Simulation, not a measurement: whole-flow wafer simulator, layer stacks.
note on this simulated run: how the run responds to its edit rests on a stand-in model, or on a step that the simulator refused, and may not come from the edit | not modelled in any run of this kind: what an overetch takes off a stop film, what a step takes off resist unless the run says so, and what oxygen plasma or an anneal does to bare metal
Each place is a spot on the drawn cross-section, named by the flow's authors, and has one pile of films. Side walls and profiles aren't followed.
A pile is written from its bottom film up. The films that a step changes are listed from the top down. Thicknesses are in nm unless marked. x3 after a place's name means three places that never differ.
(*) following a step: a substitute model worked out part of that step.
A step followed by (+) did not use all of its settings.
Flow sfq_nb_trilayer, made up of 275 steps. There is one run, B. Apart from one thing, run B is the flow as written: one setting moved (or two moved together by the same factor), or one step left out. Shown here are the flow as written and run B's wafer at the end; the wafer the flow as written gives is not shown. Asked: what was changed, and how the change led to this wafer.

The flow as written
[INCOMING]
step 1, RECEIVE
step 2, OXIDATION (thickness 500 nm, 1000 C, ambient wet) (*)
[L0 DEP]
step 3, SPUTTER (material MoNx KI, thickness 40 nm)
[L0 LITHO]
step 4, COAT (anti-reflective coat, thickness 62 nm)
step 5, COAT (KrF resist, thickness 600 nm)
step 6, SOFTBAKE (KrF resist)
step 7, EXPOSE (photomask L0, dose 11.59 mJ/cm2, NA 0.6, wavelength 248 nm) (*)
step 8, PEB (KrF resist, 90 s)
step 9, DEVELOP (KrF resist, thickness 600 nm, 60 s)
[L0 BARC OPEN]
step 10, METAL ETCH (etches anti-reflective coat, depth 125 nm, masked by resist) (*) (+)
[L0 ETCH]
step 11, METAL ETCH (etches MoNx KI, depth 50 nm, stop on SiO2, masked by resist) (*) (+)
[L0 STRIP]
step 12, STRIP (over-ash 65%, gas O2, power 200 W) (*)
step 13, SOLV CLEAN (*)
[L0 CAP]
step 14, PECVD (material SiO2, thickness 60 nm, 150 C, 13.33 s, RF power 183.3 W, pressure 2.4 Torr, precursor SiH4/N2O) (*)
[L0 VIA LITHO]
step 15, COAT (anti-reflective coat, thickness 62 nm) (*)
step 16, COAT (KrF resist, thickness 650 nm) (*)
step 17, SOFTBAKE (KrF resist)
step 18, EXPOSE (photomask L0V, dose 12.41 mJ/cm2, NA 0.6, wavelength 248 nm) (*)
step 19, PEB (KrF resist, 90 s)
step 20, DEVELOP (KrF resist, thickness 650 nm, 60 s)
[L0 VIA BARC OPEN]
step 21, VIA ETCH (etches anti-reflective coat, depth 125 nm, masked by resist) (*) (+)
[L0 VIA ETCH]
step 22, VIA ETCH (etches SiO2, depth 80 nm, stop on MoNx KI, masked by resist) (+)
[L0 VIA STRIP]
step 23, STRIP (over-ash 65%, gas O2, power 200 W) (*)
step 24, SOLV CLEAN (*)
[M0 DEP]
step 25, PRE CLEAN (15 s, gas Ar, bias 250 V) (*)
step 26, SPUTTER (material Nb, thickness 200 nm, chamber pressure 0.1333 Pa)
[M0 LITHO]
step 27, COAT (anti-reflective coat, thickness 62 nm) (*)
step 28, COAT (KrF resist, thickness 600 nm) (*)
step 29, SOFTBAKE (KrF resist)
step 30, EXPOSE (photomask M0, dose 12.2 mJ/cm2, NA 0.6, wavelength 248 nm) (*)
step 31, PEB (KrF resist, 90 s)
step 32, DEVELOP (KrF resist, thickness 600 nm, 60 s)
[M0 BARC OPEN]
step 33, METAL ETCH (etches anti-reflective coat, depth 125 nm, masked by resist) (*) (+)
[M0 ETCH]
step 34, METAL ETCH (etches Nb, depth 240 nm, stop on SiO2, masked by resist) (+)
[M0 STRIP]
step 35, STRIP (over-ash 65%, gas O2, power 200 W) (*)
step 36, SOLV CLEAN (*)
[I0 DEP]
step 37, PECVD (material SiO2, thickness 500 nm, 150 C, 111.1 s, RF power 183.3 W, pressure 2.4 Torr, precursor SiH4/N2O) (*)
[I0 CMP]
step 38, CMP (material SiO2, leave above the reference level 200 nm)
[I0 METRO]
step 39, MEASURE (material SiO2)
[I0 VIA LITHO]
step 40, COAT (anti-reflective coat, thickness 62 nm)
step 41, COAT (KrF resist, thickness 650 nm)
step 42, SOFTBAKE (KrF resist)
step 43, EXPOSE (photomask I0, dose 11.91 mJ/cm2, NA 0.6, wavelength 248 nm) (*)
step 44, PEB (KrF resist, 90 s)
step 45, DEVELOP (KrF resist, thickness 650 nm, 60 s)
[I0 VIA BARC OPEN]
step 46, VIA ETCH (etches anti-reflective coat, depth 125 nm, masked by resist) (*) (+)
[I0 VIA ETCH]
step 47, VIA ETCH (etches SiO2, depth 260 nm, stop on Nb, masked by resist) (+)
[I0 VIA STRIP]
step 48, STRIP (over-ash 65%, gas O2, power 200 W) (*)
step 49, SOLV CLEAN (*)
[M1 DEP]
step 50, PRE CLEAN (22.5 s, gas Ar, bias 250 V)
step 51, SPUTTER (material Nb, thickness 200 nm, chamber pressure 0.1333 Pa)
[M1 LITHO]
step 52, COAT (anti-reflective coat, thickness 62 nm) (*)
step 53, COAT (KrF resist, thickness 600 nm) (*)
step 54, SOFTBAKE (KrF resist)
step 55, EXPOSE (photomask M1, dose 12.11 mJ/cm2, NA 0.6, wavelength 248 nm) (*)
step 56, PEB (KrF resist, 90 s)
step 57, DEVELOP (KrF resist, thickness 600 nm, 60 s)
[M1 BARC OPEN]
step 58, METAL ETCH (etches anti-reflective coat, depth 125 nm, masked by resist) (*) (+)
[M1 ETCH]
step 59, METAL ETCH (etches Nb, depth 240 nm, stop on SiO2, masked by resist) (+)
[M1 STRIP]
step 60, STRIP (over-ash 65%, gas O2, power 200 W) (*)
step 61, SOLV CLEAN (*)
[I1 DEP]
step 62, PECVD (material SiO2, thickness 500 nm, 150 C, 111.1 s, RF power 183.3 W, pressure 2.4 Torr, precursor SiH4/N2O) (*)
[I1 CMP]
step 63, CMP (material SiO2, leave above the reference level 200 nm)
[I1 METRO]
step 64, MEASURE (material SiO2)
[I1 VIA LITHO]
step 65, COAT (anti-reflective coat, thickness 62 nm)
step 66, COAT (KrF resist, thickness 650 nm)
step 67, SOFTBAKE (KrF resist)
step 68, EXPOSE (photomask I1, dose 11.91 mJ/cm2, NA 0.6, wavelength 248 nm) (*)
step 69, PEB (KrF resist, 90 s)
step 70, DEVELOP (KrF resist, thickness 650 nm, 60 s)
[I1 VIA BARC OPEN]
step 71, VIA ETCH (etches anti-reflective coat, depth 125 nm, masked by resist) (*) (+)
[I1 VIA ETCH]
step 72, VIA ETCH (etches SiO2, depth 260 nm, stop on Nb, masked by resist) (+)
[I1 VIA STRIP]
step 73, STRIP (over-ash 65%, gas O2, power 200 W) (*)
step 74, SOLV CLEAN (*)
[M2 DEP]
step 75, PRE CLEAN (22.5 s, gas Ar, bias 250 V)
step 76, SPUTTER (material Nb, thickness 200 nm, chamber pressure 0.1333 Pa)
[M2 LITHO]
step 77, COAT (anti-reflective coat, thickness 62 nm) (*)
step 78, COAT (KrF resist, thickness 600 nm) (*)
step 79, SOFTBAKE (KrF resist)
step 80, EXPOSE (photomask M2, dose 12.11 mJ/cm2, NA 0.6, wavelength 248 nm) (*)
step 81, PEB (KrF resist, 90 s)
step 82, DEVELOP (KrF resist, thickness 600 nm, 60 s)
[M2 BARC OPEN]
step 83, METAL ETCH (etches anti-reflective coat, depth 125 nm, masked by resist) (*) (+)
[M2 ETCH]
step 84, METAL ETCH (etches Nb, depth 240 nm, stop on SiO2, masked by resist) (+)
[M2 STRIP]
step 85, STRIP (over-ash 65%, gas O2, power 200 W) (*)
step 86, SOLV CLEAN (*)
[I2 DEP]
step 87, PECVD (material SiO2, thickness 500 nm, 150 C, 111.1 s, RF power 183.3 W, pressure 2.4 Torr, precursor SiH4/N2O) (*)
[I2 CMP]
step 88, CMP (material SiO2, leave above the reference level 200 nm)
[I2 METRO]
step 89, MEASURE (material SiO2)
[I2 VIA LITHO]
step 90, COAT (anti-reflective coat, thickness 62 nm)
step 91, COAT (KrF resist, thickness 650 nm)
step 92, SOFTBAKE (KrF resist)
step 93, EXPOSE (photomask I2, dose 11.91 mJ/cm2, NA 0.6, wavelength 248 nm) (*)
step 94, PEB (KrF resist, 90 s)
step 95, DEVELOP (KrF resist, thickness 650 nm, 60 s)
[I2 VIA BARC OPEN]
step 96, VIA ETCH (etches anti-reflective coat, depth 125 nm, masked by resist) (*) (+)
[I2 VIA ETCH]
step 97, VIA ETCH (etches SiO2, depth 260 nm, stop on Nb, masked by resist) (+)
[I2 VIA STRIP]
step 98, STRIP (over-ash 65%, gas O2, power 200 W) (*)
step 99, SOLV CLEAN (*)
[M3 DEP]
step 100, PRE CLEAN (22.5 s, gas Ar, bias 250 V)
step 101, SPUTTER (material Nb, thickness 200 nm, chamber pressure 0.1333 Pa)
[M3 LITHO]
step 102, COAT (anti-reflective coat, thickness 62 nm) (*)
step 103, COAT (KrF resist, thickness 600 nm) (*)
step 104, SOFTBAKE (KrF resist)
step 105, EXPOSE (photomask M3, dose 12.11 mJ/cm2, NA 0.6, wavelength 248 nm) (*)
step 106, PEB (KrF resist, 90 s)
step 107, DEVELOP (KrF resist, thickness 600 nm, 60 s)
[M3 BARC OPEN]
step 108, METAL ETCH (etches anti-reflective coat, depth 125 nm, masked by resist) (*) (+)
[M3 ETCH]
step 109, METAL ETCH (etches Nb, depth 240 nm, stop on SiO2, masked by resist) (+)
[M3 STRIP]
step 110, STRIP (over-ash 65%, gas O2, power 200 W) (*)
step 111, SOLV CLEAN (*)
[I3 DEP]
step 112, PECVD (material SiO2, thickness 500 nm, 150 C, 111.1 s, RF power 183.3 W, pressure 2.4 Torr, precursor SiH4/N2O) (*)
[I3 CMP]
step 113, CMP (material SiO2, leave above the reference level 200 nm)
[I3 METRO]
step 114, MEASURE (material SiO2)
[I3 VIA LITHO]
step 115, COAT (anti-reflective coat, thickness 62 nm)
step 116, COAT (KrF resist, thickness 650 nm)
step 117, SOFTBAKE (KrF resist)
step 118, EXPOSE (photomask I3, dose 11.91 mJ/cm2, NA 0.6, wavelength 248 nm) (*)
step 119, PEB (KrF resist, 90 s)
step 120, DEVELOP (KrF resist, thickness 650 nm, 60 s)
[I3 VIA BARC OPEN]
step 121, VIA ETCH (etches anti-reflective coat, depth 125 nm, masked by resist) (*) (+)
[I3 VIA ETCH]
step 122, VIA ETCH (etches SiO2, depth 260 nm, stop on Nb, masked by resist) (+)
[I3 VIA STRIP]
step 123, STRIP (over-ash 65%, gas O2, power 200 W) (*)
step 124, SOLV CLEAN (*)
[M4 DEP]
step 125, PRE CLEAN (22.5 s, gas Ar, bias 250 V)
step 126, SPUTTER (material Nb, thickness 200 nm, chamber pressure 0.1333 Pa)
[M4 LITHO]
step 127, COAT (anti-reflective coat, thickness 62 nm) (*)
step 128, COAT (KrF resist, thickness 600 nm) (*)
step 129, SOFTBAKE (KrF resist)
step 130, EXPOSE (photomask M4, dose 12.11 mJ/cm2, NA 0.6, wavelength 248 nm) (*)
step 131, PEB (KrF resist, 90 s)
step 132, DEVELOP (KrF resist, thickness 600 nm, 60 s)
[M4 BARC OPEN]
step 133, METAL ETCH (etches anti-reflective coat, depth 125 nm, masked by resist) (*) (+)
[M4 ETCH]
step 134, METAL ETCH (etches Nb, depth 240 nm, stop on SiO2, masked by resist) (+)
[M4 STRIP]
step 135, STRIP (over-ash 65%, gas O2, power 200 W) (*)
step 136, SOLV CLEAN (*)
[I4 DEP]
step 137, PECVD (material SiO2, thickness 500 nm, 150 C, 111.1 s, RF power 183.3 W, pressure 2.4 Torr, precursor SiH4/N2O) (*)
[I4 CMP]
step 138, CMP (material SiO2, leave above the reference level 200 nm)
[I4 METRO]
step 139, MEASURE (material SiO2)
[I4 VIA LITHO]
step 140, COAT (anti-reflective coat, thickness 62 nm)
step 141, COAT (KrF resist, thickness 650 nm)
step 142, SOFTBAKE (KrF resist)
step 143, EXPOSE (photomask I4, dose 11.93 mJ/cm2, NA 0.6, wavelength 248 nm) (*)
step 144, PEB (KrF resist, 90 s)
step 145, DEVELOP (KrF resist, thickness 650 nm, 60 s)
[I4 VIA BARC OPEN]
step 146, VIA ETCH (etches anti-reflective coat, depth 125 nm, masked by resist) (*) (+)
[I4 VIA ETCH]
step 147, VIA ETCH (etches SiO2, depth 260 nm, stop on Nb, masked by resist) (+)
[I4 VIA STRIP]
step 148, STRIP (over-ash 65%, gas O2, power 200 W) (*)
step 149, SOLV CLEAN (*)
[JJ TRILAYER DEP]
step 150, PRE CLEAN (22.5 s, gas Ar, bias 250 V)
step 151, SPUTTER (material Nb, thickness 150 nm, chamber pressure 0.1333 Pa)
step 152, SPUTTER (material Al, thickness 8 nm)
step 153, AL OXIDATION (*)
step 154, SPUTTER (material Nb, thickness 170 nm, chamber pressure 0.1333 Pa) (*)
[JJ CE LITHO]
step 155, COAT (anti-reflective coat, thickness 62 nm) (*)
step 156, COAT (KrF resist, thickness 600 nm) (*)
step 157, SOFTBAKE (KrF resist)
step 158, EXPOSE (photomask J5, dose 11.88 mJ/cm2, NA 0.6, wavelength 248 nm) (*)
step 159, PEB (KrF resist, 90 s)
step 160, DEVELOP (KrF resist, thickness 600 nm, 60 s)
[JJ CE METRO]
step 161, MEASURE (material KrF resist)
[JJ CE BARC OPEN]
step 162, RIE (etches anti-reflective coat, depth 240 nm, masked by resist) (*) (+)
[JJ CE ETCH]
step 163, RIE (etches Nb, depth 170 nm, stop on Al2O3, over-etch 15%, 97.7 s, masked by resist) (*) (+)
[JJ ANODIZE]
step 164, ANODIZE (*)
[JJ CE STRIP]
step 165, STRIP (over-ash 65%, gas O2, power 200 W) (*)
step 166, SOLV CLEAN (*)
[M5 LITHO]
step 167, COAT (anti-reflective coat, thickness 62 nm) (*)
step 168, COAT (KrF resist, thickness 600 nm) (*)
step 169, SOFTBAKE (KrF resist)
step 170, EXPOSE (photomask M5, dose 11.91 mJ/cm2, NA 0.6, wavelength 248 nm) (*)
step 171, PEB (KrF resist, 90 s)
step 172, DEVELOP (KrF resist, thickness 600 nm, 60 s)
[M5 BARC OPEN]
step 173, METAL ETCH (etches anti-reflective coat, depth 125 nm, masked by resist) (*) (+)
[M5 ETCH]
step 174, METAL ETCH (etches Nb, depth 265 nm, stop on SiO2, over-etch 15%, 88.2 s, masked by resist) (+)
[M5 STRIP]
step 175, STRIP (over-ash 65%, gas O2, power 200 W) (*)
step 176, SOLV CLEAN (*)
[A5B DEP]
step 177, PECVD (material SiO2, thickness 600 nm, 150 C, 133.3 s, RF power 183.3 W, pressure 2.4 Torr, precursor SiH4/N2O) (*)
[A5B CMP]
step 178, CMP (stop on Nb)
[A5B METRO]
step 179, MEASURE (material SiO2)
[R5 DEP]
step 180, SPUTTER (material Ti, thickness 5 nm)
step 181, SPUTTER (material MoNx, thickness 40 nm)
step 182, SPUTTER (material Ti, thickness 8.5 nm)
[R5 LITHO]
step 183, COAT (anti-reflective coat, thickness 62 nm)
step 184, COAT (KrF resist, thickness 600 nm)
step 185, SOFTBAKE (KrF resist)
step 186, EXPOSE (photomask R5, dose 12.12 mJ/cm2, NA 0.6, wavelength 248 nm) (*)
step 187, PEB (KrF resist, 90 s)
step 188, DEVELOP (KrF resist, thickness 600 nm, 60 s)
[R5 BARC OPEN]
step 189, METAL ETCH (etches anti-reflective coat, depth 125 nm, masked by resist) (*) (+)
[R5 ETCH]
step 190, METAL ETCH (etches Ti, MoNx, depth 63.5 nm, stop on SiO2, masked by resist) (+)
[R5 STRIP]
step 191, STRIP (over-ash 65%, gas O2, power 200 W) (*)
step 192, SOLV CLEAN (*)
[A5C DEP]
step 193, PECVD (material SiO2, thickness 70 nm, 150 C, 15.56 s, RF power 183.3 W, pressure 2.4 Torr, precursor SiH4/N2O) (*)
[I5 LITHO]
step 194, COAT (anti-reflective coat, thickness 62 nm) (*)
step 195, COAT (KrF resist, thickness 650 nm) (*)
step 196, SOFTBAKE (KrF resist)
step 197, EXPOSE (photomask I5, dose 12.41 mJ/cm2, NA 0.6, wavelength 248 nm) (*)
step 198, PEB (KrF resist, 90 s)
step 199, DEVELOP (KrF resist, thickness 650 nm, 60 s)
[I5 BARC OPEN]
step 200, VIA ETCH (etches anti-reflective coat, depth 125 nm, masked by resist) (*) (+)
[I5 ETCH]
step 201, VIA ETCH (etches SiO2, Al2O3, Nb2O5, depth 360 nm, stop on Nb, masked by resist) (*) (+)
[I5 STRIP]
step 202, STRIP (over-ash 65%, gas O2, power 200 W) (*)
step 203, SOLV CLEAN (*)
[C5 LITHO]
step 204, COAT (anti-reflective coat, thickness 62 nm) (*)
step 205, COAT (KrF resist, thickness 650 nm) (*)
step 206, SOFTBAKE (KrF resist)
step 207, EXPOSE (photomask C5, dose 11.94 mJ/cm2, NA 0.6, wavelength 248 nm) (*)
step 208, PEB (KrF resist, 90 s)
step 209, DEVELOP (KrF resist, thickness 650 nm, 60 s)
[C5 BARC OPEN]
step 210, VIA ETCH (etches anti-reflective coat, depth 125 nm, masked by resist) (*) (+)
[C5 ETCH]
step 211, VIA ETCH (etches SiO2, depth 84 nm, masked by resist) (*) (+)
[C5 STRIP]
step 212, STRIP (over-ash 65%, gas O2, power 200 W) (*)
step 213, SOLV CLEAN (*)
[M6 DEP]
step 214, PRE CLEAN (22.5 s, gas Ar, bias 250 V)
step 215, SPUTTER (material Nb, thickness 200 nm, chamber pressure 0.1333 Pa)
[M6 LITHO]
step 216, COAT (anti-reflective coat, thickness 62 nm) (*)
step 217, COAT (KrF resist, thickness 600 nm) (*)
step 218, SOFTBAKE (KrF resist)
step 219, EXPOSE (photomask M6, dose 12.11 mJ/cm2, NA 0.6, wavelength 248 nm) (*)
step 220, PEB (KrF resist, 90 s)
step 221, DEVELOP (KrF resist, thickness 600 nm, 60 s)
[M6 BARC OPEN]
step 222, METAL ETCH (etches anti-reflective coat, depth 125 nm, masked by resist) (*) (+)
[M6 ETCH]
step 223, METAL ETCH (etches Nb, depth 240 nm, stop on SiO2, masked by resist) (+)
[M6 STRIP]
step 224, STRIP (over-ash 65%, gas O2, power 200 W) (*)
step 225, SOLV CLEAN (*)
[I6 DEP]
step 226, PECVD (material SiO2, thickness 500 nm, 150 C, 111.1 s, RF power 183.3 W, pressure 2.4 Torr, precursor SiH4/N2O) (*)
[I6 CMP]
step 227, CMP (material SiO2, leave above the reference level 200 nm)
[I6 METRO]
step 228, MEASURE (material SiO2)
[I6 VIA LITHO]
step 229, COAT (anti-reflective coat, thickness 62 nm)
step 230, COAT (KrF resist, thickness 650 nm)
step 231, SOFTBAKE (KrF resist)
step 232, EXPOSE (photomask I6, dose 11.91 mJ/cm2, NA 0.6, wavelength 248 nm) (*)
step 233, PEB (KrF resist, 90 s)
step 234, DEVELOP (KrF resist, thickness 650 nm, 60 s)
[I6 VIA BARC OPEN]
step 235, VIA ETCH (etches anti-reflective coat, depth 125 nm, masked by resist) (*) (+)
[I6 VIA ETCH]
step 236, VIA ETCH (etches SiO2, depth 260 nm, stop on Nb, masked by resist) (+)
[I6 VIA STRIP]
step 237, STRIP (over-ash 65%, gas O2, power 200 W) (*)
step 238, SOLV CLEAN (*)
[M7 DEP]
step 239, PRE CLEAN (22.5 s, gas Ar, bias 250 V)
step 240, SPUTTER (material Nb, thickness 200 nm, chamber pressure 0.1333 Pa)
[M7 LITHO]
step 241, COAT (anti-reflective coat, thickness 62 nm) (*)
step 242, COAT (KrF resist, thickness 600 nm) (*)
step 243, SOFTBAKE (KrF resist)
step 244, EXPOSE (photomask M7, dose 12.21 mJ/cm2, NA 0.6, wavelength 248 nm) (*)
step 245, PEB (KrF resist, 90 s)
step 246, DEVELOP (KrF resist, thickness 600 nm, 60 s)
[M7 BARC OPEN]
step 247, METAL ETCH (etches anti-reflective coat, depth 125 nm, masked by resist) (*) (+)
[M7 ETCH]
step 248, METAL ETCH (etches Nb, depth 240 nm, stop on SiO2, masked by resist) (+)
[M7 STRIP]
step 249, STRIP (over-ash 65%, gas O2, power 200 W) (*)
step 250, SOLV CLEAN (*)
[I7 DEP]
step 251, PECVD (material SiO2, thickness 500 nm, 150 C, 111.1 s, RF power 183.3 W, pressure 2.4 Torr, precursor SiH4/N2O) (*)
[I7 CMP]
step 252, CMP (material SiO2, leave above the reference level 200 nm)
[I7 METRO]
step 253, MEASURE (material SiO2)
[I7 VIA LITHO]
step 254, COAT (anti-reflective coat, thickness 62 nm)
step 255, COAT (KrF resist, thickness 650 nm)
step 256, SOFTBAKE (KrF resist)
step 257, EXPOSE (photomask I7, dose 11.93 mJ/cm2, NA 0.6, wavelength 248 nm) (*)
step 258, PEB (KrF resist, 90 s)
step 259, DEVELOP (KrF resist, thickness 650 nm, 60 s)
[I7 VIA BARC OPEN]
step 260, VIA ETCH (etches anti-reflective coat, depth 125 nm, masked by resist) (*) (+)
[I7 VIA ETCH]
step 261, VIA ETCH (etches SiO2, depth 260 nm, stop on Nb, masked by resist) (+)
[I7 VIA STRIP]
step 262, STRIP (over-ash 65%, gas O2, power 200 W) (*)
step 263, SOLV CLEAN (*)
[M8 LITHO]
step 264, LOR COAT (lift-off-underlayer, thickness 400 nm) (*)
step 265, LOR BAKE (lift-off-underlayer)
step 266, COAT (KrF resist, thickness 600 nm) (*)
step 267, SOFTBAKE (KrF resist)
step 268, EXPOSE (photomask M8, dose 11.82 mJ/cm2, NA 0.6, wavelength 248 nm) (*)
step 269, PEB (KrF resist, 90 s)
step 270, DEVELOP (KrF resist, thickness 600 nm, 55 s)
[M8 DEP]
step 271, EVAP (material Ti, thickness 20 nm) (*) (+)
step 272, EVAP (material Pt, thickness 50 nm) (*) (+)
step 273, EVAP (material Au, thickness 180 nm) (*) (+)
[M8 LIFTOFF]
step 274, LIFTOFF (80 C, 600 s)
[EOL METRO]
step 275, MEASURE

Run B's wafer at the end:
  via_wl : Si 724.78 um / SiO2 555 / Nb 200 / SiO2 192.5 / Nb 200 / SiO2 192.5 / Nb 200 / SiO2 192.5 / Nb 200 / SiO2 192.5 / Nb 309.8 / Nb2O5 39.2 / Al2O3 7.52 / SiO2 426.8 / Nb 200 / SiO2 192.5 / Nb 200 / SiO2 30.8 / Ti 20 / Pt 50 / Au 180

The reason: step 261, VIA ETCH: depth 169 nm was run, whereas the flow has depth 260 nm.

The path from the change to this, step by step:
  step 261, VIA ETCH (etches SiO2, depth 260 nm, stop on Nb, masked by resist) (+)
      via_wl, via_w, via_wr: SiO2 loses 169 (as written it would have been: SiO2 loses 199.8 (all of it))
      field_l, v_sur, via_sp and 100 more: KrF resist loses 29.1 (as written it would have been: KrF resist loses 44.8)
  step 262, STRIP (over-ash 65%, gas O2, power 200 W) (*)
      field_l, v_sur, via_sp and 100 more: KrF resist loses 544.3 (all of it), anti-reflective coat loses 62 (all of it) (as written it would have been: KrF resist loses 528.6 (all of it), anti-reflective coat loses 62 (all of it))
  step 264, LOR COAT (lift-off-underlayer, thickness 400 nm) (*)
      via_wl, via_wr: lift-off-underlayer gains 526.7 (new film) (as written it would have been: lift-off-underlayer gains 549.8 (new film))
      via_w: lift-off-underlayer gains 515.4 (new film) (as written it would have been: lift-off-underlayer gains 536.4 (new film))
  step 270, DEVELOP (KrF resist, thickness 600 nm, 55 s)
      via_wl: KrF resist loses 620 (all of it), lift-off-underlayer loses 526.7 (all of it) (as written it would have been: KrF resist loses 623.9 (all of it), lift-off-underlayer loses 549.8 (all of it))
      via_w: KrF resist loses 629.8 (all of it), lift-off-underlayer loses 515.4 (all of it) (as written it would have been: KrF resist loses 635.4 (all of it), lift-off-underlayer loses 536.4 (all of it))
      (and at 1 other place as well)
With metal films that touch counted as one body, via_wl has 8 bodies (between them, from the top down: SiO2 30.8; SiO2 192.5; SiO2 426.8 / Al2O3 7.52 / Nb2O5 39.2; SiO2 192.5; SiO2 192.5; SiO2 192.5; SiO2 192.5); the flow as written gives 7 bodies (between them, from the top down: SiO2 192.5; SiO2 426.8 / Al2O3 7.52 / Nb2O5 39.2; SiO2 192.5; SiO2 192.5; SiO2 192.5; SiO2 192.5).
